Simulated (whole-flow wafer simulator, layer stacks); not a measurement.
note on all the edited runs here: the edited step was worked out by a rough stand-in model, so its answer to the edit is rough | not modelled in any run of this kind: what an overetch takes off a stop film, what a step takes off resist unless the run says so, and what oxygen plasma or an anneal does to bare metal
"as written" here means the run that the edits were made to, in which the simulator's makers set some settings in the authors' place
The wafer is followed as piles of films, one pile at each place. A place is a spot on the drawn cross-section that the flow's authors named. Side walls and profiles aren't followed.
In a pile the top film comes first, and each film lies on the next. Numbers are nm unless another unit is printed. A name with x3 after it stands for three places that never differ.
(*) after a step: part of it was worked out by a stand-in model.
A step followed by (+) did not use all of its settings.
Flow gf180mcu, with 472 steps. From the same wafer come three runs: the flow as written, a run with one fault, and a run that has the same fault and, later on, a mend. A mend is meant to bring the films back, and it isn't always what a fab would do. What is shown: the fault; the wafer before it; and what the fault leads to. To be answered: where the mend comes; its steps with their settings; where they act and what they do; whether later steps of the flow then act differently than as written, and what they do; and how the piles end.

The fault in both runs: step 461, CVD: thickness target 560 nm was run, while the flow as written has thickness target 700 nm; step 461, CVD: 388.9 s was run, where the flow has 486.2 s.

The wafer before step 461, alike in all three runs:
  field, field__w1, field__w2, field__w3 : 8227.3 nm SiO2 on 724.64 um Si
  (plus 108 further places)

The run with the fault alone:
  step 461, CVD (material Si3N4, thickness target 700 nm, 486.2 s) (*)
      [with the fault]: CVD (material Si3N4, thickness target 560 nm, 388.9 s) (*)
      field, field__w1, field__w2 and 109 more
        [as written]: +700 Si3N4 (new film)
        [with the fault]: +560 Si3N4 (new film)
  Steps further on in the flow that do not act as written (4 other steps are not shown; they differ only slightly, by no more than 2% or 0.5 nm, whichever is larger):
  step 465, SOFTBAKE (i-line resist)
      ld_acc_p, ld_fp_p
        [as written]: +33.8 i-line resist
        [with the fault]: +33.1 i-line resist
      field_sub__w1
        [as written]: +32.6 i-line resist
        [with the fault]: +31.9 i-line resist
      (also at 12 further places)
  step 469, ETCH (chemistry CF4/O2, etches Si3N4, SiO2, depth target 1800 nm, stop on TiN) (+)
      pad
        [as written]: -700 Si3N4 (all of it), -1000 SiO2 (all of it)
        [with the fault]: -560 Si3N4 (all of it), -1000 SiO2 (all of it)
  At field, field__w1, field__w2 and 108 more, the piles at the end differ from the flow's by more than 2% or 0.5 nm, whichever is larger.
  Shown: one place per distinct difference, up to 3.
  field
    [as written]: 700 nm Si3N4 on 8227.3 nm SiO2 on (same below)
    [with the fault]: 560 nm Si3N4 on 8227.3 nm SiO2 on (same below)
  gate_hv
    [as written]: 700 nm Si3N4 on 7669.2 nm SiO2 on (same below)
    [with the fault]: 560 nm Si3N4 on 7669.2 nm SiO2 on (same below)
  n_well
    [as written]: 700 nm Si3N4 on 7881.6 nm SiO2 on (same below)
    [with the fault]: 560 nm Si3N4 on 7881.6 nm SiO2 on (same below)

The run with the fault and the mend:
  The mend follows step 461.
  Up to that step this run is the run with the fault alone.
  step 461a, CVD (material Si3N4, thickness target 140 nm, 97.24 s) (*) (the flow's step 461 again, with other settings)
      field, field__w1, field__w2 and 109 more
        +140.1 Si3N4
  Later steps of the flow that are run all act as written at every place that is followed, up to a difference of at most 2% or 0.5 nm, whichever is larger.
  At the end the piles are close to the flow's at the places that both follow, differing by at most 2% or 0.5 nm, whichever is larger.
